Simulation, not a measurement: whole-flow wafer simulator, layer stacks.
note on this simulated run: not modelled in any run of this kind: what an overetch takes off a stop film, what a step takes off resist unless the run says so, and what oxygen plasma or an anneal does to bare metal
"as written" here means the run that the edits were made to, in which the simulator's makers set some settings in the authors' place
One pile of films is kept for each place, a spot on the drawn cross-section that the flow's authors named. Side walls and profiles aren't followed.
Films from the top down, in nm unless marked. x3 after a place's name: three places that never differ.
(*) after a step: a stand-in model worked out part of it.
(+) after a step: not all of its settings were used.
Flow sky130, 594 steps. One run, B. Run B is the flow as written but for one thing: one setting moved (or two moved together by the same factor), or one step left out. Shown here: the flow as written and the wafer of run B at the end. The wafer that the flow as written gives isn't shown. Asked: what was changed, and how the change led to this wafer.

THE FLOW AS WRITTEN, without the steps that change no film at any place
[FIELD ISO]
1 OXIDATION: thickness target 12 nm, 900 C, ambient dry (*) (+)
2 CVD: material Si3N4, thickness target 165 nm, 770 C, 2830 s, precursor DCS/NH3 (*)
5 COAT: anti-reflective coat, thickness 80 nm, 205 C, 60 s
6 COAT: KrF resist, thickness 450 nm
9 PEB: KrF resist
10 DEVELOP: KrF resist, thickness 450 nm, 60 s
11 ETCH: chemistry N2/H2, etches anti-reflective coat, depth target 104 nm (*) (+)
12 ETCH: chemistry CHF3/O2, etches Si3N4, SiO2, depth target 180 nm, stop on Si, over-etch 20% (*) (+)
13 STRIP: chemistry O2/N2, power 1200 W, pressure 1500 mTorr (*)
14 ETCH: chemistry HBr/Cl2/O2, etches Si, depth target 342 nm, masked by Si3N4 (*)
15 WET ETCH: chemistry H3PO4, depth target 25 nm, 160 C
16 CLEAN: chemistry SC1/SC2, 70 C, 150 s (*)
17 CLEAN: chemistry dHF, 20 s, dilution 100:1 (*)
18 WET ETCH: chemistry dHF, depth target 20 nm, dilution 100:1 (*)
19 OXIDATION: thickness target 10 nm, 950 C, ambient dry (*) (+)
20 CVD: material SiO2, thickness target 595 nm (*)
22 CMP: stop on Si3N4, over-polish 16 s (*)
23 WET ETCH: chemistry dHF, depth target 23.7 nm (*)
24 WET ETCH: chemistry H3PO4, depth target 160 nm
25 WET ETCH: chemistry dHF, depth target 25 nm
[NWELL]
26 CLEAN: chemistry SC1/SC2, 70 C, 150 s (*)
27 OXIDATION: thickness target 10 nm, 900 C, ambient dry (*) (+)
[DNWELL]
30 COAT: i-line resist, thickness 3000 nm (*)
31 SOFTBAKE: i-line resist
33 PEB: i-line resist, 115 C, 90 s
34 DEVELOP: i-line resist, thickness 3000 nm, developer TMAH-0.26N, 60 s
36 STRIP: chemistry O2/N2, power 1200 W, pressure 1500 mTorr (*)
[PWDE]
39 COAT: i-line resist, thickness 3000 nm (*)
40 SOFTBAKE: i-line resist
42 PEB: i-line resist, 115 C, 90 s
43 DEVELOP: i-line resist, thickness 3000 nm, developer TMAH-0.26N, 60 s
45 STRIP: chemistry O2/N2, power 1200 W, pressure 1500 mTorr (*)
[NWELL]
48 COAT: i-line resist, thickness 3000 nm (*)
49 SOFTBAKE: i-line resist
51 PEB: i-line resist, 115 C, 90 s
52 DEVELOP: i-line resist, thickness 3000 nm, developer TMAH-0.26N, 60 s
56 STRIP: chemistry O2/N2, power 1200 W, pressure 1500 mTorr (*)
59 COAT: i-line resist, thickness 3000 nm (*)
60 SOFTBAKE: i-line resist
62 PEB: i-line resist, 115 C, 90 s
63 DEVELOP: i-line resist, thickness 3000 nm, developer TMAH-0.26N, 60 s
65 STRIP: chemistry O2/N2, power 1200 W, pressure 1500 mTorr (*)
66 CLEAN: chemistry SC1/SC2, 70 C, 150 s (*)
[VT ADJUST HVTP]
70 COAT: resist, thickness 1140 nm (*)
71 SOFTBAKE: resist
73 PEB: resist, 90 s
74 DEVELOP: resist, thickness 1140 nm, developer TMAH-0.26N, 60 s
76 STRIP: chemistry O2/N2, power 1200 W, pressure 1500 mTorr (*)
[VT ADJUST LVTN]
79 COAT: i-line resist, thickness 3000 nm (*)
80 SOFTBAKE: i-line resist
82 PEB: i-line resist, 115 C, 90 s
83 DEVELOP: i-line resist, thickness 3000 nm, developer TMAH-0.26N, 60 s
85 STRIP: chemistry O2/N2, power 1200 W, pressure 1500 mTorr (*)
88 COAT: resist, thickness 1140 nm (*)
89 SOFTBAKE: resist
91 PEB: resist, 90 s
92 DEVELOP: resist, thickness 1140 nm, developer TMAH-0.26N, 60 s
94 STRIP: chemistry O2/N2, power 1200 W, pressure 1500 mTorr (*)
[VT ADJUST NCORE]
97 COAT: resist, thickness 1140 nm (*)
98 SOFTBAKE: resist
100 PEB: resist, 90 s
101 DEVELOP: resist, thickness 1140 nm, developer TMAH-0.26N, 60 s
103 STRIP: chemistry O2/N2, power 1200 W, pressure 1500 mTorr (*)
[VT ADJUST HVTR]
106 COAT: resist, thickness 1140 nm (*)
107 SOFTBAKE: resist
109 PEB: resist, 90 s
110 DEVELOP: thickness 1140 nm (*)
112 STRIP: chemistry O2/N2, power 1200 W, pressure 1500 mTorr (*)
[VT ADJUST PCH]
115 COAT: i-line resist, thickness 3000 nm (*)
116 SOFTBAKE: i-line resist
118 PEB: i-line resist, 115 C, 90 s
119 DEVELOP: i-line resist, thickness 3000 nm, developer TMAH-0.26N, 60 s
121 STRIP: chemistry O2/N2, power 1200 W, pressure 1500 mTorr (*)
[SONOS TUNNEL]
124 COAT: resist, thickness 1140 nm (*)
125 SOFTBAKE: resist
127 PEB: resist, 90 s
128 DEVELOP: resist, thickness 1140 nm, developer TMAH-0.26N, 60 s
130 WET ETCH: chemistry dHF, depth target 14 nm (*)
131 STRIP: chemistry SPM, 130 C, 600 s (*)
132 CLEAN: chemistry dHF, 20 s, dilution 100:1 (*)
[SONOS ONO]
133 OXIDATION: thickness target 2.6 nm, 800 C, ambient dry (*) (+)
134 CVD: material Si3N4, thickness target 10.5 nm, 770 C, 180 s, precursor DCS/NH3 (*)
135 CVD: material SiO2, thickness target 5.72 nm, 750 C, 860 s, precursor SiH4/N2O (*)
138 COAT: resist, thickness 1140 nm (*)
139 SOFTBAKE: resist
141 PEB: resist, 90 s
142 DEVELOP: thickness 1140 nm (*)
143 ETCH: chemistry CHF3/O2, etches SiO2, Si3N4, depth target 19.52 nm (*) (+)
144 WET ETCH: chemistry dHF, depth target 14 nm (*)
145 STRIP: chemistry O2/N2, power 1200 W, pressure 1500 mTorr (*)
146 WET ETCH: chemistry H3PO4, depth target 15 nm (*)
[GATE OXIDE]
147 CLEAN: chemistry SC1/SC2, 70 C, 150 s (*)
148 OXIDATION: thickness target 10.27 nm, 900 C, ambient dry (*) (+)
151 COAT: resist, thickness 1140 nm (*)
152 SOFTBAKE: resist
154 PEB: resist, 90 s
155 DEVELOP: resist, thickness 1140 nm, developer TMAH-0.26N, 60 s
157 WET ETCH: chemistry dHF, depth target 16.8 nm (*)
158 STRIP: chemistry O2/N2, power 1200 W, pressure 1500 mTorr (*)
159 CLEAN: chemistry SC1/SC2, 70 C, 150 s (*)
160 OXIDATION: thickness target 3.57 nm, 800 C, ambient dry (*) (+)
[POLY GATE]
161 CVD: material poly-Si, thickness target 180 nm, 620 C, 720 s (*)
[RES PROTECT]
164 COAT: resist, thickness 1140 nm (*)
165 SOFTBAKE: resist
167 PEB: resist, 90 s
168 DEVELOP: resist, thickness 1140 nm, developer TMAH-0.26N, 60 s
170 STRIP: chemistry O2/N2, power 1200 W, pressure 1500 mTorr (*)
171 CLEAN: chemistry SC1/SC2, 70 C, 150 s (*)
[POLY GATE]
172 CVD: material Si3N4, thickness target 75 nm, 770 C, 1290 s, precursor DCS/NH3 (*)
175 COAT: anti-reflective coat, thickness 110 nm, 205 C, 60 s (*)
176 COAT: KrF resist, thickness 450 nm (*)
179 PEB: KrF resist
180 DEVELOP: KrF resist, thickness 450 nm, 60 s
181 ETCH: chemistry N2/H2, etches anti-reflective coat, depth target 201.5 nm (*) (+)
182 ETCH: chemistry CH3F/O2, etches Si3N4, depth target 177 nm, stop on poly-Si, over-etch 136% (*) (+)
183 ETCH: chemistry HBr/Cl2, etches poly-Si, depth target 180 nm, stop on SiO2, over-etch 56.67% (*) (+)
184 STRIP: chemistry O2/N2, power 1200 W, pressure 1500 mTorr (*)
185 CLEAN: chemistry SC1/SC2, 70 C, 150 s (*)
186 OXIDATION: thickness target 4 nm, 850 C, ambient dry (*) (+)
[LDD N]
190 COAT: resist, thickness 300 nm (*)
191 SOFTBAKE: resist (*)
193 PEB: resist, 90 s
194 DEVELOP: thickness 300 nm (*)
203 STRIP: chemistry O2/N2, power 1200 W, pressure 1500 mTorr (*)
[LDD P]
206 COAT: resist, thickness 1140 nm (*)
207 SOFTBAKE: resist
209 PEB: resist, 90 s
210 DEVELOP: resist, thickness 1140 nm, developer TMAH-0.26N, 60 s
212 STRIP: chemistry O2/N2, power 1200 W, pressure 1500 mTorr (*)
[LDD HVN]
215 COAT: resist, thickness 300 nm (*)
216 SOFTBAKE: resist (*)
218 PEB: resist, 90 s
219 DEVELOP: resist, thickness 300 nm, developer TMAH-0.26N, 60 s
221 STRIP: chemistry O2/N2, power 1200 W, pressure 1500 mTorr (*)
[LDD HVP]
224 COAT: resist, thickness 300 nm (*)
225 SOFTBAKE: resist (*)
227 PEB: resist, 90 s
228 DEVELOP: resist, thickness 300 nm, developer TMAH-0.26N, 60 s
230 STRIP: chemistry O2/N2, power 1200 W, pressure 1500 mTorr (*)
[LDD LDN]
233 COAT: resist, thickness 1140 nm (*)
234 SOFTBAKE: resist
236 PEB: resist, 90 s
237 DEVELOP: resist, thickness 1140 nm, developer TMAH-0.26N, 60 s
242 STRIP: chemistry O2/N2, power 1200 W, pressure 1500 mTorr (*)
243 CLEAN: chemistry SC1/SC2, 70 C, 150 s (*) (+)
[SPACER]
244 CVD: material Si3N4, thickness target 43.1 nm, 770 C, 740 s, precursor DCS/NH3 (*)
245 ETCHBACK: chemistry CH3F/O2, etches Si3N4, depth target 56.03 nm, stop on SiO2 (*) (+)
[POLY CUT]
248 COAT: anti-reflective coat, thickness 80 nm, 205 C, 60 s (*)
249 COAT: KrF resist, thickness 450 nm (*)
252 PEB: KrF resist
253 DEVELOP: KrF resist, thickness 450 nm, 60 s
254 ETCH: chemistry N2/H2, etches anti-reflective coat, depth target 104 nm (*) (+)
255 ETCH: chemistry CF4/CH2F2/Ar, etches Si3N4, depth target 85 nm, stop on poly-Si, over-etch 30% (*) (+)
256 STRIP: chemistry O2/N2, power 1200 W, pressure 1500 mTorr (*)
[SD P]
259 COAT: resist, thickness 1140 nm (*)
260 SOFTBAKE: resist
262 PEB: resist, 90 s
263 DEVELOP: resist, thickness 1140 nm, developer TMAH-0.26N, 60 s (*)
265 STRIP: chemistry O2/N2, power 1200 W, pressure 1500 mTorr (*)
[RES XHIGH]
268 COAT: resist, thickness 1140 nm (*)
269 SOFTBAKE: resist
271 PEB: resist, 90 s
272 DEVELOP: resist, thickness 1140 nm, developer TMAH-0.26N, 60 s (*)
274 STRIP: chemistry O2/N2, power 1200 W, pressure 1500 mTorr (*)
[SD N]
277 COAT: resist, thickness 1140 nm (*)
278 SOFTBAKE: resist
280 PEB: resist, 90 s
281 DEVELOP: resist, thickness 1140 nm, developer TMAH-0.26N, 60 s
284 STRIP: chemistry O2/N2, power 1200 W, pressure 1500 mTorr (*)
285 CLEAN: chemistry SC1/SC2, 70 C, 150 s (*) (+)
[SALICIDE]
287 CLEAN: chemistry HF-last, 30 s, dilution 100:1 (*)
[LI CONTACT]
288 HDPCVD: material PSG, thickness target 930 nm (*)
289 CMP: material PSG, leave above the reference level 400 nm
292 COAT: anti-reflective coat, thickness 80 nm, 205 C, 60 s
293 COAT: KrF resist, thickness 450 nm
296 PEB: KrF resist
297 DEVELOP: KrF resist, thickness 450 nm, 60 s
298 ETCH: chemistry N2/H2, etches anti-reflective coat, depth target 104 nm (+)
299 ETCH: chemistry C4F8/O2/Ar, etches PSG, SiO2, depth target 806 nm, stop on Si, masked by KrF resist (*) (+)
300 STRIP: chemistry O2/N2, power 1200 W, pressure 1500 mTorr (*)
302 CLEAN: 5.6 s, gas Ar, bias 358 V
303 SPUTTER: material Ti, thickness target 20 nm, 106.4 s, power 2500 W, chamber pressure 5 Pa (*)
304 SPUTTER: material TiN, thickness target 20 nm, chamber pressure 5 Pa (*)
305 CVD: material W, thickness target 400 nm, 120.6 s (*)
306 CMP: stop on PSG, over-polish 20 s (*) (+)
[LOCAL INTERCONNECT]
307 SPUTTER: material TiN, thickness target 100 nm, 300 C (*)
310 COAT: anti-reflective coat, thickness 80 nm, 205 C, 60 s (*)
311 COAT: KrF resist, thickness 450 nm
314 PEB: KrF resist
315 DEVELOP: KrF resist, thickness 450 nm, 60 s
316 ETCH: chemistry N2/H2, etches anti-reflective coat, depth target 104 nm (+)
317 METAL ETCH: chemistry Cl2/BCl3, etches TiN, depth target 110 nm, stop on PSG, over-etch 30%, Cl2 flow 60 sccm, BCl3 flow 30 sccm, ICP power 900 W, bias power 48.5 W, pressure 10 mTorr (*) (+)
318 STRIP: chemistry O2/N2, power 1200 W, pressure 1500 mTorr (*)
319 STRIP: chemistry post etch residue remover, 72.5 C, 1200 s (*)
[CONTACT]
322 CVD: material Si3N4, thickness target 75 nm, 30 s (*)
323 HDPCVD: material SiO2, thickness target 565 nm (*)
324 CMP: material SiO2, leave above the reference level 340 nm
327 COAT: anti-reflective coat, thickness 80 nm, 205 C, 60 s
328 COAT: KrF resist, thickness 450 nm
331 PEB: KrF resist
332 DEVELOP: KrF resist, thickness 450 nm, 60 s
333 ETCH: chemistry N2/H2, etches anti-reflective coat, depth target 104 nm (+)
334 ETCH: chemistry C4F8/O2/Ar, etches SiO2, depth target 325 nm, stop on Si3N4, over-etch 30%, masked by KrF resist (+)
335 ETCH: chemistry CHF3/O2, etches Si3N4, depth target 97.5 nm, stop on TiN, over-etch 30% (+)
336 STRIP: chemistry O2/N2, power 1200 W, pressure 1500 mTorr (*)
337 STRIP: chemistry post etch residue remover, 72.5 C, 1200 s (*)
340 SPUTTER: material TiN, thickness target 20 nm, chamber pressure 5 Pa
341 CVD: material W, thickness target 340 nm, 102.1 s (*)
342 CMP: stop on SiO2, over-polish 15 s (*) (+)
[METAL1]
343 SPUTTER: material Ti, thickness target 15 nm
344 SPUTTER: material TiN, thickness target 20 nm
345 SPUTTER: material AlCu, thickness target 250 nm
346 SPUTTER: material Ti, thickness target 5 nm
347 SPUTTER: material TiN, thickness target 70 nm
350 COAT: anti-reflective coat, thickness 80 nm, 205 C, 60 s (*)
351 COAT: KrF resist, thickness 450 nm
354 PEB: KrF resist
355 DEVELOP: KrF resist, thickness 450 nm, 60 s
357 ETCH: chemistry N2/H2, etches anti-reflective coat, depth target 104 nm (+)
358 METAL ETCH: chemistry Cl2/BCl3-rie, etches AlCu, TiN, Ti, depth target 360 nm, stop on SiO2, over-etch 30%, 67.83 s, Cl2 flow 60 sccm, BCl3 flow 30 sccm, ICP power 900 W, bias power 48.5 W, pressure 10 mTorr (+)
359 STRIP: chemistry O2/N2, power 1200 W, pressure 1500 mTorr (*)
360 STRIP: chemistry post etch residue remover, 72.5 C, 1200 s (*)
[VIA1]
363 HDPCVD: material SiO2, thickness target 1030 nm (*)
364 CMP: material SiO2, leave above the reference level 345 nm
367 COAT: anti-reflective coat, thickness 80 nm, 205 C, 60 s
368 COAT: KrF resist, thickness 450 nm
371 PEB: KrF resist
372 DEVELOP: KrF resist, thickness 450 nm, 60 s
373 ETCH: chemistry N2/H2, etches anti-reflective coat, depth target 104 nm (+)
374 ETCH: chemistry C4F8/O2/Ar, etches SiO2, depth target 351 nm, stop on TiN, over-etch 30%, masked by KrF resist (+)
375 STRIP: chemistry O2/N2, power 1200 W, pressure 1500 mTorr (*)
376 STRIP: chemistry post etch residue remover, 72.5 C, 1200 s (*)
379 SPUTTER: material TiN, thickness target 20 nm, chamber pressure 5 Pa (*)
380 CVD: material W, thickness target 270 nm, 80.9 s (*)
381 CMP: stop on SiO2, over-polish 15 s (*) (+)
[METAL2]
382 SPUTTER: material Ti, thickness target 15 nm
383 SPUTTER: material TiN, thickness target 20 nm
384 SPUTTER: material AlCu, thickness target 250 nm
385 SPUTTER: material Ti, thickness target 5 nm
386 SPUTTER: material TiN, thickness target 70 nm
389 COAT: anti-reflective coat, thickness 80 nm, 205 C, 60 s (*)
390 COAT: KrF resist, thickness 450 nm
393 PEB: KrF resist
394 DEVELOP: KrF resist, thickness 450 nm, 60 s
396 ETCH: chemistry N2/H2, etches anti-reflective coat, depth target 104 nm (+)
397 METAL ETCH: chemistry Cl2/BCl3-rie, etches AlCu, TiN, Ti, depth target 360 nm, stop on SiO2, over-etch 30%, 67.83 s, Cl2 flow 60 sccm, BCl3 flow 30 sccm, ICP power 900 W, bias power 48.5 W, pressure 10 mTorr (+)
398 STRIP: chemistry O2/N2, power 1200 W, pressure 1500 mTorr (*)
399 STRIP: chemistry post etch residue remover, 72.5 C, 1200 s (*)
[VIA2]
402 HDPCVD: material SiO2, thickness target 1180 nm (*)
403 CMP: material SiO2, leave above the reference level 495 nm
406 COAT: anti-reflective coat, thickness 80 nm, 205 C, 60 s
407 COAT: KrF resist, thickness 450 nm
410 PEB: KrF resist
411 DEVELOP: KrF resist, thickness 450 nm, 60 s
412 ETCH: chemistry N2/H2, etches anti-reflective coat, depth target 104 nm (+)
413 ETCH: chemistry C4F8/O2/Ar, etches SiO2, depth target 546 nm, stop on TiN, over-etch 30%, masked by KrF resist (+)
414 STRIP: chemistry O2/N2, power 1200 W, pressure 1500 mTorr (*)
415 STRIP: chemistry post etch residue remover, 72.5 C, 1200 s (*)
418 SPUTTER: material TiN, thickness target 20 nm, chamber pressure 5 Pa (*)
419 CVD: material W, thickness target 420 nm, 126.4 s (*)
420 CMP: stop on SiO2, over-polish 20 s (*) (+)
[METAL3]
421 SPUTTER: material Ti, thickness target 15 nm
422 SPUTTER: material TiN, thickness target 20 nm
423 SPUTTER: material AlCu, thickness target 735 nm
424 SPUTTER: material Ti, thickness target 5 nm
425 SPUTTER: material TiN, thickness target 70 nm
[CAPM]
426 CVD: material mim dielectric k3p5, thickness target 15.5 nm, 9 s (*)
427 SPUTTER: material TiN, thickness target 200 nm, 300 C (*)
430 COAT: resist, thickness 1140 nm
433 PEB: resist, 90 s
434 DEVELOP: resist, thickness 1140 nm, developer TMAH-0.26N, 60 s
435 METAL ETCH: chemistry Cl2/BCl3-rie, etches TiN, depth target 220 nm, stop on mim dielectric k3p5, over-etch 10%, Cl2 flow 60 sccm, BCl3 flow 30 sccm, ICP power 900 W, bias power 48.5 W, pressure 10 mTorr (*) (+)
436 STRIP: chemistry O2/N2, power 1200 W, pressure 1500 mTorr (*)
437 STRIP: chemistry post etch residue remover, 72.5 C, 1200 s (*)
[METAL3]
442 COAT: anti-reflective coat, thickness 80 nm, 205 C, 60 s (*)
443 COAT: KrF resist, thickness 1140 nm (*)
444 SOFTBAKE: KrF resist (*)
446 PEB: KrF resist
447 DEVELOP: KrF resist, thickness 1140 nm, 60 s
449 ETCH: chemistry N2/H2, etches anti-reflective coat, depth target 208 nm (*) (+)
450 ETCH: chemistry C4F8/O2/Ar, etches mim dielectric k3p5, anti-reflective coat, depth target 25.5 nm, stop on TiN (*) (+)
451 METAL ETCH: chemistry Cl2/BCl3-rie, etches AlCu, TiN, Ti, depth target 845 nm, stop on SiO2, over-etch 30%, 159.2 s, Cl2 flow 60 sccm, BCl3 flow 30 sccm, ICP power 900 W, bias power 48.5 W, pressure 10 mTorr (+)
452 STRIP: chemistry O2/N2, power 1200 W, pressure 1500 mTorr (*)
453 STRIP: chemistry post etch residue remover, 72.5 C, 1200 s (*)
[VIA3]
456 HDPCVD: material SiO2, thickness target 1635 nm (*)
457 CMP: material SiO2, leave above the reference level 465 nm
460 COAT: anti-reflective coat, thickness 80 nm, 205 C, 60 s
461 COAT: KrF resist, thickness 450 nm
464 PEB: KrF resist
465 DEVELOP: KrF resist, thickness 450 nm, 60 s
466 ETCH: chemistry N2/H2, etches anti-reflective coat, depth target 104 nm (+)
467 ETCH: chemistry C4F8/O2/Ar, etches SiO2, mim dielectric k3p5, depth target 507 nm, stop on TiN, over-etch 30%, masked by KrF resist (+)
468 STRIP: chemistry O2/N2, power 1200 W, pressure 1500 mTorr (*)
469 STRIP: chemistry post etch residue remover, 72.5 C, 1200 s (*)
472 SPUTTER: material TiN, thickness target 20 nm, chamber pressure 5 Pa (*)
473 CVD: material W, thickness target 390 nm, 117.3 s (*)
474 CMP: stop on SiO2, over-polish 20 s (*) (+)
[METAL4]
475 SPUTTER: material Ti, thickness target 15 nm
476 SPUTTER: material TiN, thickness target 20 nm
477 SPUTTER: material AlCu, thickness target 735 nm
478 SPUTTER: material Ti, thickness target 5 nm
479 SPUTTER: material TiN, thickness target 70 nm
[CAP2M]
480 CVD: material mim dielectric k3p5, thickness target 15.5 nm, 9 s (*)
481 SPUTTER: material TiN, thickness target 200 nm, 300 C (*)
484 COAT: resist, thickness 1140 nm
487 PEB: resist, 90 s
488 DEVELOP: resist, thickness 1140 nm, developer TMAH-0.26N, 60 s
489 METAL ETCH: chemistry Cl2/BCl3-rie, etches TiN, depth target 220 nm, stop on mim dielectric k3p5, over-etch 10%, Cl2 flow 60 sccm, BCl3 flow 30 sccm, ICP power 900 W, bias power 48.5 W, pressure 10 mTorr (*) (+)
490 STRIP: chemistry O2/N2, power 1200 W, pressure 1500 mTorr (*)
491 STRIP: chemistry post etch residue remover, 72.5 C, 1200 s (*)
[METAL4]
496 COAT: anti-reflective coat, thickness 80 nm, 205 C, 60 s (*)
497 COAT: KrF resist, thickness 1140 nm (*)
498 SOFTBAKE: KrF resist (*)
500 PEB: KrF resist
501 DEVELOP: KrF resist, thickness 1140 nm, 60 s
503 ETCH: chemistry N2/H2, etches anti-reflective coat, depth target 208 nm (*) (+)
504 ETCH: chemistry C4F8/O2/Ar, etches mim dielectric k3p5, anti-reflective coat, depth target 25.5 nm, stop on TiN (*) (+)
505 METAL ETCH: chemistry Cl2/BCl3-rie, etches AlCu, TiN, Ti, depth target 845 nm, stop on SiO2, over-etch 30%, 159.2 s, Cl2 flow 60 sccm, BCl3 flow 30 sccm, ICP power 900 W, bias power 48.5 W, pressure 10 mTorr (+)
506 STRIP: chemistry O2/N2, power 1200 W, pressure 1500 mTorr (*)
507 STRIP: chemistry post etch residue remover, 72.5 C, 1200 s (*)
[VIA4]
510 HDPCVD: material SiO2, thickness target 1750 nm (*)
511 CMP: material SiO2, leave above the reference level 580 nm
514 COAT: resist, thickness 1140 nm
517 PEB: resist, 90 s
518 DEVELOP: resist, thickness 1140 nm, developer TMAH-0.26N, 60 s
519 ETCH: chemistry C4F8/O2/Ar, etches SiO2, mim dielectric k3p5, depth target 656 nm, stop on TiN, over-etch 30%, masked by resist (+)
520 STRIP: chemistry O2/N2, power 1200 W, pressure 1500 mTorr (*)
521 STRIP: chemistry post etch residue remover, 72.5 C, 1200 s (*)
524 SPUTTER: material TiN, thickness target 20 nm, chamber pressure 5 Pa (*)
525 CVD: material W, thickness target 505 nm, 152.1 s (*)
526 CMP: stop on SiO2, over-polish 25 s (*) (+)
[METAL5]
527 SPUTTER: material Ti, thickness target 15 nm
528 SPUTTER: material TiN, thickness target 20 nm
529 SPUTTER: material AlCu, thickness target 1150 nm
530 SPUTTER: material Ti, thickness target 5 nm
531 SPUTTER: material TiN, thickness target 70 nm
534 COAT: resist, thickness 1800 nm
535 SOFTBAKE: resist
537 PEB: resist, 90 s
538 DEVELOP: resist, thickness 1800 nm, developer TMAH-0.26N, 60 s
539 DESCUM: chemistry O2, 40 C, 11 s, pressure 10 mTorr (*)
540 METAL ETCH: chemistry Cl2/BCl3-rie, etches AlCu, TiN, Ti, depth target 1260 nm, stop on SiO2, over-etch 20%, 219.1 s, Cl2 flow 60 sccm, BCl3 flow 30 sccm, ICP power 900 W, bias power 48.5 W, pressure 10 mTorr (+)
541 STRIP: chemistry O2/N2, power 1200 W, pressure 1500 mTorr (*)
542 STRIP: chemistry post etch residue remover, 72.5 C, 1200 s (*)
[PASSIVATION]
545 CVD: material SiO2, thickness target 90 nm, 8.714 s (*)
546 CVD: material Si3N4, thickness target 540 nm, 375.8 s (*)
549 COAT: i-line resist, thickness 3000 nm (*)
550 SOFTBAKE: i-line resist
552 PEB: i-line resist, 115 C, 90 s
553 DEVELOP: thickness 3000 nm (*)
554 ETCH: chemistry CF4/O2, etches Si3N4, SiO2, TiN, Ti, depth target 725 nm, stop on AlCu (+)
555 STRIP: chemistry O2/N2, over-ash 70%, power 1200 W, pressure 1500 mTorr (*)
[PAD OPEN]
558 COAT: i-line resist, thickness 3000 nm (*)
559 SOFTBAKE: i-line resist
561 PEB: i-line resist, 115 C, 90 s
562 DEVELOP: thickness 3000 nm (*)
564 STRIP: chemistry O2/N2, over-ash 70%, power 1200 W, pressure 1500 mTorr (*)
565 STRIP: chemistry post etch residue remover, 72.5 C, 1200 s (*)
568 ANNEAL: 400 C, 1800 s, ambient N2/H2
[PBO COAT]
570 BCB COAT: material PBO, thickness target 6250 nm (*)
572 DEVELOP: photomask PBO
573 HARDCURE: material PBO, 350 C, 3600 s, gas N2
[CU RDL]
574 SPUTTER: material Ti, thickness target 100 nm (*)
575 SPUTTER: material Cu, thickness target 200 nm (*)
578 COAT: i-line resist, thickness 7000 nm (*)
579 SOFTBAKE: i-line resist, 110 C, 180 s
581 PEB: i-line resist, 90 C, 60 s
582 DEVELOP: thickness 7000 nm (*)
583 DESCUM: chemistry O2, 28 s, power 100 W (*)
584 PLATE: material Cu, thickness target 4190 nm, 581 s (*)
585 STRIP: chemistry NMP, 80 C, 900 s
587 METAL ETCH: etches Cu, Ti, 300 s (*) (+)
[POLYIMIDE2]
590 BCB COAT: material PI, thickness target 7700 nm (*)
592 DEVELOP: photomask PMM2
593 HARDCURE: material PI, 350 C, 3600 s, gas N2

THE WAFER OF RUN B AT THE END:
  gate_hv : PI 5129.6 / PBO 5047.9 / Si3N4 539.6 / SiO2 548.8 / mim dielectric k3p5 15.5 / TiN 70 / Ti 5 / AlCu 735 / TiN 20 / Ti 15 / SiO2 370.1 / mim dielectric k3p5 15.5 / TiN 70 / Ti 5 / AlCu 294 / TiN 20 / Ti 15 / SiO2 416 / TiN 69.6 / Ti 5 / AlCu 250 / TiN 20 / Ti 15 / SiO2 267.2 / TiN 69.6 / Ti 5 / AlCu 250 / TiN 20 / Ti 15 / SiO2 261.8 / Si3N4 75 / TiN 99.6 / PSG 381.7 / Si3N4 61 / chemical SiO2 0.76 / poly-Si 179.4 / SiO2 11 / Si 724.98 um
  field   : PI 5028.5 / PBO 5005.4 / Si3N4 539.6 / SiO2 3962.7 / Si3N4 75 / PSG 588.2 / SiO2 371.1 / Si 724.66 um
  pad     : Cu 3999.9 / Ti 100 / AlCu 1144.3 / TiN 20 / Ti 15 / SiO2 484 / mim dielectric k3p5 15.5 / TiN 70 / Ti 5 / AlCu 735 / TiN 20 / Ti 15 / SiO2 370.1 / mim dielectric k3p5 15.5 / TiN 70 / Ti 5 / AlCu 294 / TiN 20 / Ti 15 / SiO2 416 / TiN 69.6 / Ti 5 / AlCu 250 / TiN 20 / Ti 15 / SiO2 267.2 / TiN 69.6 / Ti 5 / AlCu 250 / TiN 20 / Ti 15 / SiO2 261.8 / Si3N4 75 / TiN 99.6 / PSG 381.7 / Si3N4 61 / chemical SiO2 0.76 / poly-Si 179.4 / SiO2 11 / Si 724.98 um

The cause: step 423, SPUTTER: thickness target 294 nm was run, where the flow has thickness target 735 nm.
It can be read off the wafer: gate_hv has AlCu 294, and step 423 as written asks for 735 nm.

How the change led to this, step by step:
  423 SPUTTER: material AlCu, thickness target 735 nm
      field, active, n_well and 188 more: AlCu +294 (new film) (as written it would be: AlCu +735 (new film))
  451 METAL ETCH: chemistry Cl2/BCl3-rie, etches AlCu, TiN, Ti, depth target 845 nm, stop on SiO2, over-etch 30%, 159.2 s, Cl2 flow 60 sccm, BCl3 flow 30 sccm, ICP power 900 W, bias power 48.5 W, pressure 10 mTorr (+)
      field, active, gate and 67 more: TiN -70 (all of it), Ti -5 (all of it), AlCu -294 (all of it), TiN -20 (all of it), Ti -15 (all of it), SiO2 -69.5 (as written it would be: TiN -70 (all of it), Ti -5 (all of it), AlCu -735 (all of it), TiN -20 (all of it), Ti -15 (all of it), SiO2 -25.4)
      vpp_ln, vpp_iso2, ndiff_ln and 9 more: TiN -70 (all of it), Ti -5 (all of it), AlCu -294 (all of it), TiN -20 (all of it), Ti -15 (all of it), SiO2 -69.4 (as written it would be: TiN -70 (all of it), Ti -5 (all of it), AlCu -735 (all of it), TiN -20 (all of it), Ti -15 (all of it), SiO2 -25.3)
      (and at 3 more places)
  457 CMP: material SiO2, leave above the reference level 465 nm
      field, active, gate and 62 more: SiO2 -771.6 (as written it would be: SiO2 -374.7)
      vpp_ln, vpp_iso1, vpp_iso2 and 17 more: SiO2 -771.5 (as written it would be: SiO2 -374.7)
